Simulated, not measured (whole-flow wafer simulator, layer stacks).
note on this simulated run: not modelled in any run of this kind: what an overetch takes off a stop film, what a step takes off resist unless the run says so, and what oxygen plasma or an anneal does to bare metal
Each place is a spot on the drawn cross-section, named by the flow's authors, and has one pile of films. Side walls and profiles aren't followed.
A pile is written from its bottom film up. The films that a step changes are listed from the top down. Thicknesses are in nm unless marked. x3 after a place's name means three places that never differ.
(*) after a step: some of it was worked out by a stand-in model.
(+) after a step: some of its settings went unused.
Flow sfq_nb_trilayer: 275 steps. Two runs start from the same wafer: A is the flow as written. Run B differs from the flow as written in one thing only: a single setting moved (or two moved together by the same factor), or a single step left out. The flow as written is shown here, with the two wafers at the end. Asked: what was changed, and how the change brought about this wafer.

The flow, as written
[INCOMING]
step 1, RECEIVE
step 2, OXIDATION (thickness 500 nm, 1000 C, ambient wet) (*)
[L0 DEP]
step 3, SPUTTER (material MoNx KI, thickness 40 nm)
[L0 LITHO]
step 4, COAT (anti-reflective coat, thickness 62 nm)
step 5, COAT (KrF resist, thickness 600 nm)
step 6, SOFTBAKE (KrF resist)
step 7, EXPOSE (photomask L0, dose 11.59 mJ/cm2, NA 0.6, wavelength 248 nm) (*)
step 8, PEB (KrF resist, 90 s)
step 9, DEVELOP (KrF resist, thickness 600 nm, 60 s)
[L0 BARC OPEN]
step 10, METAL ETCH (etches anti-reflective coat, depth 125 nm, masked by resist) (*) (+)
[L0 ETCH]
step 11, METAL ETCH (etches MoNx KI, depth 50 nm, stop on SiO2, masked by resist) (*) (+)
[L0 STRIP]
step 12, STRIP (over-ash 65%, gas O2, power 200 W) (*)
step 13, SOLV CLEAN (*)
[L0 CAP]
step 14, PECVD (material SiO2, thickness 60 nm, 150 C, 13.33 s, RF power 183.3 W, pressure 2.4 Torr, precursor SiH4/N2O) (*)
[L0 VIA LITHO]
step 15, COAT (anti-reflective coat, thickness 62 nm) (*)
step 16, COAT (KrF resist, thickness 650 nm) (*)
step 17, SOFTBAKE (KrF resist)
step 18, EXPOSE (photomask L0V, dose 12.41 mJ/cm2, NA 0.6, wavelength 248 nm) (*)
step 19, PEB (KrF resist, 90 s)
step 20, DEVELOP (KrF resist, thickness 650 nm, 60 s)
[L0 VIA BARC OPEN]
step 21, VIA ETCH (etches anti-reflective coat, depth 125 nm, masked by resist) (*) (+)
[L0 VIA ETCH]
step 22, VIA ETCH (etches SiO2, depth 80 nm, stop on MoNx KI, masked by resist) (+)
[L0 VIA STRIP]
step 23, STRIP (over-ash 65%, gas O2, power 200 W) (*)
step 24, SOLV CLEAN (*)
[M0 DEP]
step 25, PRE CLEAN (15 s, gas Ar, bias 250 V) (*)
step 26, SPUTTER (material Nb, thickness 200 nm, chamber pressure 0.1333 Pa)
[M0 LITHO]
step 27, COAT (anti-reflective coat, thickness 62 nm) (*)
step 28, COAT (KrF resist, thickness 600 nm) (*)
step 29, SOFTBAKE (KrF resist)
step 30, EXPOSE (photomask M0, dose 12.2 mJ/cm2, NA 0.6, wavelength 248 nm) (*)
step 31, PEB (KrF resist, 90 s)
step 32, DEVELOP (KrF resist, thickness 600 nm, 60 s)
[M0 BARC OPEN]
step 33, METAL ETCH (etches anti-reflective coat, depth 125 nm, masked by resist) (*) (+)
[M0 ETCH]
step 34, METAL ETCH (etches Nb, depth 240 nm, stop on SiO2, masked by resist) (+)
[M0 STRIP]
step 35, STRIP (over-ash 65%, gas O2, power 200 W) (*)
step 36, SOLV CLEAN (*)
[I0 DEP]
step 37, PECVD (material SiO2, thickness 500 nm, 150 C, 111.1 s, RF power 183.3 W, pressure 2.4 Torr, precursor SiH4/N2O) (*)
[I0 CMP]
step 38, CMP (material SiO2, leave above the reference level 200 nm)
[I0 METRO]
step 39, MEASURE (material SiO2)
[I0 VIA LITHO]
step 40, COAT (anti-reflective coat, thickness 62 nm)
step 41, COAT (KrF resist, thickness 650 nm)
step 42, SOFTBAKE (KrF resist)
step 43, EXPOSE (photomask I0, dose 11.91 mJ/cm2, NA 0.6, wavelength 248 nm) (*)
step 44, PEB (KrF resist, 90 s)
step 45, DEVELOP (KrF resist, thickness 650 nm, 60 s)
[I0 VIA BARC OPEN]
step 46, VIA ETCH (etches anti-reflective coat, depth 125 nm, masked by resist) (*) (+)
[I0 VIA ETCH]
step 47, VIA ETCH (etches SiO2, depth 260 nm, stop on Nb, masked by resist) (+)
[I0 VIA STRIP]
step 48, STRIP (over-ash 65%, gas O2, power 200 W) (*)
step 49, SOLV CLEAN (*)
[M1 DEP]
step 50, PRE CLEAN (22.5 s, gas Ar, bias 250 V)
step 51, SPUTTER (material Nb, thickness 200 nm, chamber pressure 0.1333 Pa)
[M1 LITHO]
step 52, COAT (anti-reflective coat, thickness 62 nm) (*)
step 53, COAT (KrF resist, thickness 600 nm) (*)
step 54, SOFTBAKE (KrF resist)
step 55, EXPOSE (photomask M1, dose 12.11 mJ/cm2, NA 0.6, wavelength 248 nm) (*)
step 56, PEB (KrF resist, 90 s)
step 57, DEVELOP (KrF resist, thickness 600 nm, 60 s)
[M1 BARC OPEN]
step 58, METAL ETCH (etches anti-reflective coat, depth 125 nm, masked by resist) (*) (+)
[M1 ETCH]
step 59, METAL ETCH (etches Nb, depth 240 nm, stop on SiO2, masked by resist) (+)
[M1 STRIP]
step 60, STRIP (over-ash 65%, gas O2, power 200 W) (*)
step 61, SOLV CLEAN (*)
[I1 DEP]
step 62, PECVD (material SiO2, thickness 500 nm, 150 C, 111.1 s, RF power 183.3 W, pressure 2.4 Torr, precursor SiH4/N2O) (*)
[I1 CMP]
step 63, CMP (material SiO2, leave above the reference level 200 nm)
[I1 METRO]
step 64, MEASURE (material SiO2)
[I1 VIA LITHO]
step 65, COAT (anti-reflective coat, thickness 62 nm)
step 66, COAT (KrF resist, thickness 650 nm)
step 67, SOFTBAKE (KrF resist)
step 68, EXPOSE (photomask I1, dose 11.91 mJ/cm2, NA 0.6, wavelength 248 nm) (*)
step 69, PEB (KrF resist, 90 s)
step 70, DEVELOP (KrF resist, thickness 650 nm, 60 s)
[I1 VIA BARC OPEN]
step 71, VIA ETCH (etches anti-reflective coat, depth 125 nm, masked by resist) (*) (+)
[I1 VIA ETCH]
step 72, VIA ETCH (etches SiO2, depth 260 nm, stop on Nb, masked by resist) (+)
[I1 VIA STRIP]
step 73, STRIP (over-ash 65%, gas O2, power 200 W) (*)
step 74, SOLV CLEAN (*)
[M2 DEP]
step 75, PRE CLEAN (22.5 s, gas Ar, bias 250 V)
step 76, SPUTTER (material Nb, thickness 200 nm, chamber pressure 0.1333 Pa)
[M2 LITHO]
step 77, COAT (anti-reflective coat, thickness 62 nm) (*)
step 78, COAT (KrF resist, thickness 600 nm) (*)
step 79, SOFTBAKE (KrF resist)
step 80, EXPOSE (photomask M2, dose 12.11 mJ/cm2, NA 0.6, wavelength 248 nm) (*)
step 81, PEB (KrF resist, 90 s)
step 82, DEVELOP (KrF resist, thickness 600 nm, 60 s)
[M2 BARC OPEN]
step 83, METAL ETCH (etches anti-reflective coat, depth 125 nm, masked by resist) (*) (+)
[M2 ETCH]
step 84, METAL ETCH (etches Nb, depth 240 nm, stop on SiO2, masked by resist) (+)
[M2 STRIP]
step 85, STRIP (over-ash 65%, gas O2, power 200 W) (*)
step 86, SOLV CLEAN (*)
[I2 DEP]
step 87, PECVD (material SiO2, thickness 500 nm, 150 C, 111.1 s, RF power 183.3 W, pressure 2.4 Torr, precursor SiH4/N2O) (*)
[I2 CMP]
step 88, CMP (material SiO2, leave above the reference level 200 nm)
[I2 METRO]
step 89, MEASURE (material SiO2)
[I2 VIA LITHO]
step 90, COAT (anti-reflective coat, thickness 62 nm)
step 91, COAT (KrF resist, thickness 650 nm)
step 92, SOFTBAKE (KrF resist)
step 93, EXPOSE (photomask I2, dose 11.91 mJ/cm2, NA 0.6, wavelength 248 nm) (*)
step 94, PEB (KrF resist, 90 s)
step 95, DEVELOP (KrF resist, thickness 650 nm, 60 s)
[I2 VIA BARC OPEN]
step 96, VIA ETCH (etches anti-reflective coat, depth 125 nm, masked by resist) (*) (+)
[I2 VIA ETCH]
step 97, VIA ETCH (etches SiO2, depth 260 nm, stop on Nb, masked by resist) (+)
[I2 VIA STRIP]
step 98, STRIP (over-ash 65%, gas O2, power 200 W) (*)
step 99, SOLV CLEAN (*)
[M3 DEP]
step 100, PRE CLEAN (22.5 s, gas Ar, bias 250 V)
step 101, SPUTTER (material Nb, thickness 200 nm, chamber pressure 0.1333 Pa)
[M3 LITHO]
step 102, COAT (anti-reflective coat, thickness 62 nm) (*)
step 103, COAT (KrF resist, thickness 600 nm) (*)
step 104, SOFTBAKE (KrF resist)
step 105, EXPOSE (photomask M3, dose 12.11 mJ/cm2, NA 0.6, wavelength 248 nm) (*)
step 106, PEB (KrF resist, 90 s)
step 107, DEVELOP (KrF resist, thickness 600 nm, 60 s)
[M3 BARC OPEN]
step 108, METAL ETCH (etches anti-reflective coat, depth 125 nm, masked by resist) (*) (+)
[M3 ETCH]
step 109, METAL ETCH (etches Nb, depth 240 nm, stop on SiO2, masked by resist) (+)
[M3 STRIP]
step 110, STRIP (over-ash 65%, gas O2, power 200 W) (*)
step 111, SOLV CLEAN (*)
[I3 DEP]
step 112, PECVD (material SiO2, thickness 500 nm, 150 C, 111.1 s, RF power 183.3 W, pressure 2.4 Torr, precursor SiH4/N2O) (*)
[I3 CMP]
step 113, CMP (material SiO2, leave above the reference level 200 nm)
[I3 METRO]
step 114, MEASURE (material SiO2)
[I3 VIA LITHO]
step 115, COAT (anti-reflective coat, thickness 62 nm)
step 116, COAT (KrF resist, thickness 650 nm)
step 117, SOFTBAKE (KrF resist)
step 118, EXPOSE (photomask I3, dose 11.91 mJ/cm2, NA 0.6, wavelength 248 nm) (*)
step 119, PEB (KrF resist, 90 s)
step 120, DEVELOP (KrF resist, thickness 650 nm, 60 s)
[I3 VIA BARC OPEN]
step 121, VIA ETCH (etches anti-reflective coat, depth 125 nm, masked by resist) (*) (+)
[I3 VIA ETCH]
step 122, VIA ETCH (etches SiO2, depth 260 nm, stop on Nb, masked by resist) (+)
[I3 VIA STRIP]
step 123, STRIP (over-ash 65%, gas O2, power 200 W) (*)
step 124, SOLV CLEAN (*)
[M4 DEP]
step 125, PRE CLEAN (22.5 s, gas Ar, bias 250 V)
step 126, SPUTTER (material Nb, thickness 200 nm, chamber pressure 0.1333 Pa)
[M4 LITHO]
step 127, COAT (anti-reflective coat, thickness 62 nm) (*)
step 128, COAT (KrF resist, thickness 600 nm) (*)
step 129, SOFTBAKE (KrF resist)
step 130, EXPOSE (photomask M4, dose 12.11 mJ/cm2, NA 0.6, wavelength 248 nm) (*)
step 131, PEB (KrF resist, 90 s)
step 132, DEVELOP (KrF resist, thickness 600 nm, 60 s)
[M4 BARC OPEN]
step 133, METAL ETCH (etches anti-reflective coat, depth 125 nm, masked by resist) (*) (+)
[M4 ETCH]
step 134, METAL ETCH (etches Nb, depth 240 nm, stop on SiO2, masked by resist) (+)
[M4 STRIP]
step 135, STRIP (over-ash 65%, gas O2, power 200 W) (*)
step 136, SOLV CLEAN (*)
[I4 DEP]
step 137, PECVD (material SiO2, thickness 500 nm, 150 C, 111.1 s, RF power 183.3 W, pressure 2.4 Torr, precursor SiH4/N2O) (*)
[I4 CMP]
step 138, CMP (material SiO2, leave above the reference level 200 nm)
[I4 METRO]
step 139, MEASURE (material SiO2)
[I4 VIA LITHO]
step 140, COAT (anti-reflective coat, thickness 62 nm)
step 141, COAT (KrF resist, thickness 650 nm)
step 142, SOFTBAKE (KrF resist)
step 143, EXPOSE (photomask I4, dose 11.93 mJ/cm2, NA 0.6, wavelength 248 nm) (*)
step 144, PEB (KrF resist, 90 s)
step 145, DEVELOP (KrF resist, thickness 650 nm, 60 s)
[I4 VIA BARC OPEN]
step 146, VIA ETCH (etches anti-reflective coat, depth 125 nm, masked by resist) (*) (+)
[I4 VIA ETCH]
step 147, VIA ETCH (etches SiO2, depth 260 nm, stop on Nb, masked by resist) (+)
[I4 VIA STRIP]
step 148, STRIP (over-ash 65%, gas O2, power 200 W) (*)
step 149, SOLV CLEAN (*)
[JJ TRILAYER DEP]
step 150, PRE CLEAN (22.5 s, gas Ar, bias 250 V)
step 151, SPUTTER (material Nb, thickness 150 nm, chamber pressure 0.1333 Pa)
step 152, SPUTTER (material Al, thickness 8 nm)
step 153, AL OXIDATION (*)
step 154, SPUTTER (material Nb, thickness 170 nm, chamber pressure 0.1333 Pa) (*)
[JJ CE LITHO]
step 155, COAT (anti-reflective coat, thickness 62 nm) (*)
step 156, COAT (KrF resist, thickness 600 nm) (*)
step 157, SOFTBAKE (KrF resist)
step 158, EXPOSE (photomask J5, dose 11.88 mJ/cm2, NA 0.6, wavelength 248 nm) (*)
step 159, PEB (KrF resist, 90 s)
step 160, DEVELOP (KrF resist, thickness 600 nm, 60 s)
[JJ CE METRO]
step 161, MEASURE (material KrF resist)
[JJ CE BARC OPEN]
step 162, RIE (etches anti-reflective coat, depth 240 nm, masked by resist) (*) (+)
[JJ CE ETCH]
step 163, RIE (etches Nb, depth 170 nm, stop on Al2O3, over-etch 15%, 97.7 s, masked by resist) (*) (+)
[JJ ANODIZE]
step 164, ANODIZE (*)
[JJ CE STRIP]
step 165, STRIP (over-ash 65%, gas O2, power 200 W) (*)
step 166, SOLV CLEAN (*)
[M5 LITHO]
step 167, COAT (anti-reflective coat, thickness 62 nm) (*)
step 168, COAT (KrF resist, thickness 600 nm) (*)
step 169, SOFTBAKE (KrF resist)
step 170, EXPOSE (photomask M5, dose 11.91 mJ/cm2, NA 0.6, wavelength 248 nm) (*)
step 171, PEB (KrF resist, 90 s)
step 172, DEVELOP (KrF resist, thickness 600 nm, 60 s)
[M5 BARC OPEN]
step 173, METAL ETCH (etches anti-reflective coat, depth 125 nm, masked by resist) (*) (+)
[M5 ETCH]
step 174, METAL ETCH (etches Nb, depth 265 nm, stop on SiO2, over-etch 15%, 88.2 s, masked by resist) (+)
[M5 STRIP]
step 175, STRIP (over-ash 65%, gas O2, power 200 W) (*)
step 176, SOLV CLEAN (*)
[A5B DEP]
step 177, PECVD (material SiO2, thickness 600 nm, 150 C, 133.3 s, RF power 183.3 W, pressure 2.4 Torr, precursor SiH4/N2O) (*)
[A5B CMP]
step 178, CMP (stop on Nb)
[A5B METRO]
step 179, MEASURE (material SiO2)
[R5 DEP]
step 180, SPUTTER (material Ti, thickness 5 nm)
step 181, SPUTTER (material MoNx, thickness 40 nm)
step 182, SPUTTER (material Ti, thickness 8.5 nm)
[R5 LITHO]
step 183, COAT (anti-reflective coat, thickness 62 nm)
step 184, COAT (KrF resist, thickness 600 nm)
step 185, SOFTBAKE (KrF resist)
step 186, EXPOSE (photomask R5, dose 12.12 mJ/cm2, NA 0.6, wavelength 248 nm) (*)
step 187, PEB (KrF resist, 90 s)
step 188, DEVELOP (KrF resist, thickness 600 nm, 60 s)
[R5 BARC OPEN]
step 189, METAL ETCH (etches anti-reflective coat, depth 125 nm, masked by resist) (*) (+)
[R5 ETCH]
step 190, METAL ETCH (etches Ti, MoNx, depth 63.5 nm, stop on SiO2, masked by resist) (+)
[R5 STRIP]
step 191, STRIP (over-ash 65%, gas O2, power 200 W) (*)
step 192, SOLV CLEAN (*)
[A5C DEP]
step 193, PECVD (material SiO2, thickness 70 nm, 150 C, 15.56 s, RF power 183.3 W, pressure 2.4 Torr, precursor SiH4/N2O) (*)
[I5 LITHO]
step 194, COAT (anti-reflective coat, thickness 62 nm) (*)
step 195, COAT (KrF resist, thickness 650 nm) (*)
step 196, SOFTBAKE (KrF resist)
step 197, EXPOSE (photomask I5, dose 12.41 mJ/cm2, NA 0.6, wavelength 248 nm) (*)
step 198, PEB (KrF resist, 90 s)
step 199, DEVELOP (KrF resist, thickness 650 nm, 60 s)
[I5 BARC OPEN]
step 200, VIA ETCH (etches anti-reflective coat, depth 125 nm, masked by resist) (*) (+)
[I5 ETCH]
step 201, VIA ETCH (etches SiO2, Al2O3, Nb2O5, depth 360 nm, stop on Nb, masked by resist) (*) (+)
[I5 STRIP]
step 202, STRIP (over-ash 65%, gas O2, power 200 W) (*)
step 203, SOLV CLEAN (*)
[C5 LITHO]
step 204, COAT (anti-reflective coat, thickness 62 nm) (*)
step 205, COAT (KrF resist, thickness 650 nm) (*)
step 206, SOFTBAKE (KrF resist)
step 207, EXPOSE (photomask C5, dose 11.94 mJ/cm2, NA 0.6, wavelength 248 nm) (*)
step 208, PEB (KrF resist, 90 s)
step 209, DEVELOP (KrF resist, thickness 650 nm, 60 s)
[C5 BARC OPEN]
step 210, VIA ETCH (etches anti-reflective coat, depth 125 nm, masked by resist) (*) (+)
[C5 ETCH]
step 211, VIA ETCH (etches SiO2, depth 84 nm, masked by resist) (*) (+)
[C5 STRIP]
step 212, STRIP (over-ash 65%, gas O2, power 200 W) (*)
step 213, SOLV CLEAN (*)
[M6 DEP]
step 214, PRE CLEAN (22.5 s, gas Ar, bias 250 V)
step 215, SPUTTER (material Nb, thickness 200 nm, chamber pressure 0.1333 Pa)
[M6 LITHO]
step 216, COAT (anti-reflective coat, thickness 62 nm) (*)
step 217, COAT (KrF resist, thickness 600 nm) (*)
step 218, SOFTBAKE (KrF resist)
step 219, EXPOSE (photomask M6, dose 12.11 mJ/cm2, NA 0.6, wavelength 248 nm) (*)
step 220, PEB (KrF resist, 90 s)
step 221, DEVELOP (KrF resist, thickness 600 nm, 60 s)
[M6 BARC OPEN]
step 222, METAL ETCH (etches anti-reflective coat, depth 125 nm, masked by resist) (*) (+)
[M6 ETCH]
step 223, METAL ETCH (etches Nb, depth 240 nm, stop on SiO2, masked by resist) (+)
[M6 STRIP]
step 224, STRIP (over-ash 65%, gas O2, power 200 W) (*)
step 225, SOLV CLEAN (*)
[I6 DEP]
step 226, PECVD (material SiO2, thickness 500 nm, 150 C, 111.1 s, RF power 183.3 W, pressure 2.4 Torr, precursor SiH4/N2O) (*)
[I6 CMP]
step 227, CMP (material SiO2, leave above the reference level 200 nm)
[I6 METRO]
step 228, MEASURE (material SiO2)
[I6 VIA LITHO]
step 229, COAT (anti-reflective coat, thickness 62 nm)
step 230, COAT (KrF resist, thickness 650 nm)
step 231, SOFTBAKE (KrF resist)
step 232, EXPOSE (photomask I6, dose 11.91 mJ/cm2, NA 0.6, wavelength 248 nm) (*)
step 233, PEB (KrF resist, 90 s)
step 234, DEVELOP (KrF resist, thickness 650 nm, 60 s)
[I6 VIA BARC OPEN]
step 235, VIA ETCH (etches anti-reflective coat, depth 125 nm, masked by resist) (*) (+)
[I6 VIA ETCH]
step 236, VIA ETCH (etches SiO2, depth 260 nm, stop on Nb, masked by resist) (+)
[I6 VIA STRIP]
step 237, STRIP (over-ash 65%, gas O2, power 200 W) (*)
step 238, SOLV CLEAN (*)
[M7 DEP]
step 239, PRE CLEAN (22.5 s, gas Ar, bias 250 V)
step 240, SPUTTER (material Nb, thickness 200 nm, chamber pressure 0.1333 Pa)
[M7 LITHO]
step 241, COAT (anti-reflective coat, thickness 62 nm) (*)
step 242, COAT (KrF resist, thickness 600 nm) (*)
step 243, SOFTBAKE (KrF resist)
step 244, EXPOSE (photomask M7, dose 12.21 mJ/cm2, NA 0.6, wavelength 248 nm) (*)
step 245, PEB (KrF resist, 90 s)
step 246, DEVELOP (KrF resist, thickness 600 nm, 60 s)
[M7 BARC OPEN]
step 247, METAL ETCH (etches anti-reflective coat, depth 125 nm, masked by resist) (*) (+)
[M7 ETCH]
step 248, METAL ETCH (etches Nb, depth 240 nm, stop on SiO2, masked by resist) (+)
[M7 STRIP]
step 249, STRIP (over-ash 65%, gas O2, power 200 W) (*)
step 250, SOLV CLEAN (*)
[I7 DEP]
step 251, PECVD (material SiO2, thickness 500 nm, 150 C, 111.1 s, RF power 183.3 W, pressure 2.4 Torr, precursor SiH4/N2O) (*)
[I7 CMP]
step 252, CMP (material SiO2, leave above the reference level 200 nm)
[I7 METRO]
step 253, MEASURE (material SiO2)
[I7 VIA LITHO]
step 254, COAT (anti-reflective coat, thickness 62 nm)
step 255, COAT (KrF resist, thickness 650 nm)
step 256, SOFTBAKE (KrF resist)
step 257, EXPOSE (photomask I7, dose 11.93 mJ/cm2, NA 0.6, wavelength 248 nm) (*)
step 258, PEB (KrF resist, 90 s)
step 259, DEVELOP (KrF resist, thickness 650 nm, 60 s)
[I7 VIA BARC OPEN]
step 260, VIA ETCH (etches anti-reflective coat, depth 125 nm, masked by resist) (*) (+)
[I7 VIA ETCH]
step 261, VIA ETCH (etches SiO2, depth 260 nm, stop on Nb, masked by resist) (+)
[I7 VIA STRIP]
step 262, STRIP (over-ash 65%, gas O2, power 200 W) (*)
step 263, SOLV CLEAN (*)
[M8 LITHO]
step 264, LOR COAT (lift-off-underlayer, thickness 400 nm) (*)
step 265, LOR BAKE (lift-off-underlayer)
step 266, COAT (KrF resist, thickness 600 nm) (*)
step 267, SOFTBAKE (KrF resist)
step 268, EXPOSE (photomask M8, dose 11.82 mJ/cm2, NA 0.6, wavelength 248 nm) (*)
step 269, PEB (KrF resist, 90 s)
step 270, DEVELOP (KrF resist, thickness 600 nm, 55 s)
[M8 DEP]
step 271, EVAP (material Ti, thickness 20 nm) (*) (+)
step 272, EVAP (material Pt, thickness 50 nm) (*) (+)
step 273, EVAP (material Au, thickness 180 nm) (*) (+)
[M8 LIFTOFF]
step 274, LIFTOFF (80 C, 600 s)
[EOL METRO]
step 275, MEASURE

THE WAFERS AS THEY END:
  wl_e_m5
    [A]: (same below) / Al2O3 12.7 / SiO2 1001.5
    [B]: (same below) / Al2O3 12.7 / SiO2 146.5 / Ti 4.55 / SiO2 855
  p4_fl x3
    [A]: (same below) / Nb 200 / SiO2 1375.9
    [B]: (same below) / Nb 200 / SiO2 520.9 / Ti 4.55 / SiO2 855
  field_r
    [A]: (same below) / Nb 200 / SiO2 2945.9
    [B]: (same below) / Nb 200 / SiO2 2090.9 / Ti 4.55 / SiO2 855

What caused this: step 181, SPUTTER: thickness 52 nm was run, whereas the flow has thickness 40 nm; step 182, SPUTTER: thickness 11.05 nm was run, where the flow has thickness 8.5 nm.

The path from the change to this, step by step:
  step 181, SPUTTER (material MoNx, thickness 40 nm)
      field_l, v_sur, via_wl and 103 more: A +40 MoNx (new film) | B +52 MoNx (new film)
  step 182, SPUTTER (material Ti, thickness 8.5 nm)
      field_l, v_sur, via_wl and 103 more: A +8.5 Ti (new film) | B +11.1 Ti (new film)
  step 190, METAL ETCH (etches Ti, MoNx, depth 63.5 nm, stop on SiO2, masked by resist) (+)
      field_l, v_sur, via_wl and 92 more: A -8.5 Ti (all of it), -40 MoNx (all of it), -5 Ti (all of it) | B -11.1 Ti (all of it), -52 MoNx (all of it), -0.45 Ti
      ce_l, c5j, ce_r, wl_jj: A -8.5 Ti (all of it), -40 MoNx (all of it), -5 Ti (all of it), -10 Nb | B -11.1 Ti (all of it), -52 MoNx (all of it), -0.45 Ti
  step 193, PECVD (material SiO2, thickness 70 nm, 150 C, 15.56 s, RF power 183.3 W, pressure 2.4 Torr, precursor SiH4/N2O) (*)
      field_l, v_sur, via_wl and 92 more: A +70 SiO2 | B +70 SiO2 (new film)
  step 194, COAT (anti-reflective coat, thickness 62 nm) (*)
      wl_j_sl, wl_j_sr: A +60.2 anti-reflective coat (new film) | B +62 anti-reflective coat (new film)
      r5r_spacepad_l, r5r_spacepad_r: A +84.4 anti-reflective coat (new film) | B +88.7 anti-reflective coat (new film)
      (also at 12 further places)
  step 201, VIA ETCH (etches SiO2, Al2O3, Nb2O5, depth 360 nm, stop on Nb, masked by resist) (*) (+)
      be: A -216.4 SiO2 (all of it), -12.7 Al2O3 (all of it), -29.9 Nb2O5 (all of it) | B -69.8 SiO2 (all of it), -4.55 Ti (all of it), -146.5 SiO2 (all of it), -12.7 Al2O3 (all of it), -29.9 Nb2O5 (all of it)
  step 202, STRIP (over-ash 65%, gas O2, power 200 W) (*)
      wl_j_sl, wl_j_sr: A -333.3 KrF resist (all of it), -60.2 anti-reflective coat (all of it) | B -333 KrF resist (all of it), -62 anti-reflective coat (all of it)
      r5r_spacepad_l, r5r_spacepad_r: A -335.6 KrF resist (all of it), -84.4 anti-reflective coat (all of it) | B -336 KrF resist (all of it), -88.7 anti-reflective coat (all of it)
      (also at 12 further places)
  step 204, COAT (anti-reflective coat, thickness 62 nm) (*)
      wl_j_sl, wl_j_sr: A +60.2 anti-reflective coat (new film) | B +62 anti-reflective coat (new film)
      r5r_spacepad_l, r5r_spacepad_r: A +84.4 anti-reflective coat (new film) | B +88.7 anti-reflective coat (new film)
      (also at 12 further places)
  step 210, VIA ETCH (etches anti-reflective coat, depth 125 nm, masked by resist) (*) (+)
      c5j: A -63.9 anti-reflective coat (all of it), -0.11 SiO2 | B -61.2 anti-reflective coat (all of it), -0.11 SiO2
  step 211, VIA ETCH (etches SiO2, depth 84 nm, masked by resist) (*) (+)
      c5j: A -69.9 SiO2 (all of it), -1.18 Nb | B -69.9 SiO2 (all of it)
  step 212, STRIP (over-ash 65%, gas O2, power 200 W) (*)
      wl_j_sl, wl_j_sr: A -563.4 KrF resist (all of it), -60.2 anti-reflective coat (all of it) | B -564 KrF resist (all of it), -62 anti-reflective coat (all of it)
      r5r_spacepad_l, r5r_spacepad_r: A -565.8 KrF resist (all of it), -84.4 anti-reflective coat (all of it) | B -566.9 KrF resist (all of it), -88.7 anti-reflective coat (all of it)
      (also at 11 further places)
  step 214, PRE CLEAN (22.5 s, gas Ar, bias 250 V)
      c5j: A -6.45 Nb | B -4.55 Ti (all of it)
  step 216, COAT (anti-reflective coat, thickness 62 nm) (*)
      r5r_line_l, r5r_line_c, r5r_line_r: A +50 anti-reflective coat (new film) | B +48.6 anti-reflective coat (new film)
      wl_j_sl, wl_j_sr: A +60.2 anti-reflective coat (new film) | B +62 anti-reflective coat (new film)
      (also at 12 further places)
  step 222, METAL ETCH (etches anti-reflective coat, depth 125 nm, masked by resist) (*) (+)
      r5r_line_l, r5r_line_c, r5r_line_r: A -50 anti-reflective coat (all of it) | B -48.6 anti-reflective coat (all of it)
      r5r_spacepad_l, r5r_spacepad_r: A -85.7 anti-reflective coat (all of it) | B -90.7 anti-reflective coat (all of it)
      (also at 1 further place)
  step 224, STRIP (over-ash 65%, gas O2, power 200 W) (*)
      wl_j_sl, wl_j_sr: A -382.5 KrF resist (all of it), -60.2 anti-reflective coat (all of it) | B -382.4 KrF resist (all of it), -62 anti-reflective coat (all of it)
      jj_sur: A -378.5 KrF resist (all of it), -56.1 anti-reflective coat (all of it) | B -378.7 KrF resist (all of it), -58.6 anti-reflective coat (all of it)
      (also at 8 further places)
  step 227, CMP (material SiO2, leave above the reference level 200 nm)
      r5r_line_l, r5r_spacepad_l, r5r_spacepad_r, r5r_line_c, r5r_line_r: A -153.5 SiO2 | B -163.5 SiO2
      ce_l, ce_r, wl_jj: A -290 SiO2 | B -300 SiO2
      (also at 5 further places)
If metal films that touch count as one body, wl_e_m5 has 7 bodies (between them, from the top down: SiO2 146.5 / Al2O3 12.7 / Nb2O5 29.9; SiO2 192.5; SiO2 192.5; SiO2 192.5; SiO2 192.5; SiO2 192.5); the flow as written gives 6 bodies (between them, from the top down: SiO2 192.5; SiO2 192.5; SiO2 192.5; SiO2 192.5; SiO2 192.5).
If metal films that touch count as one body, p4_fl x3 has 3 bodies (between them, from the top down: SiO2 520.9; SiO2 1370); the flow as written gives 2 bodies (between them, from the top down: SiO2 1370).
If metal films that touch count as one body, field_r has 2 bodies (between them, from the top down: SiO2 2090.9); the flow as written gives 1 body.
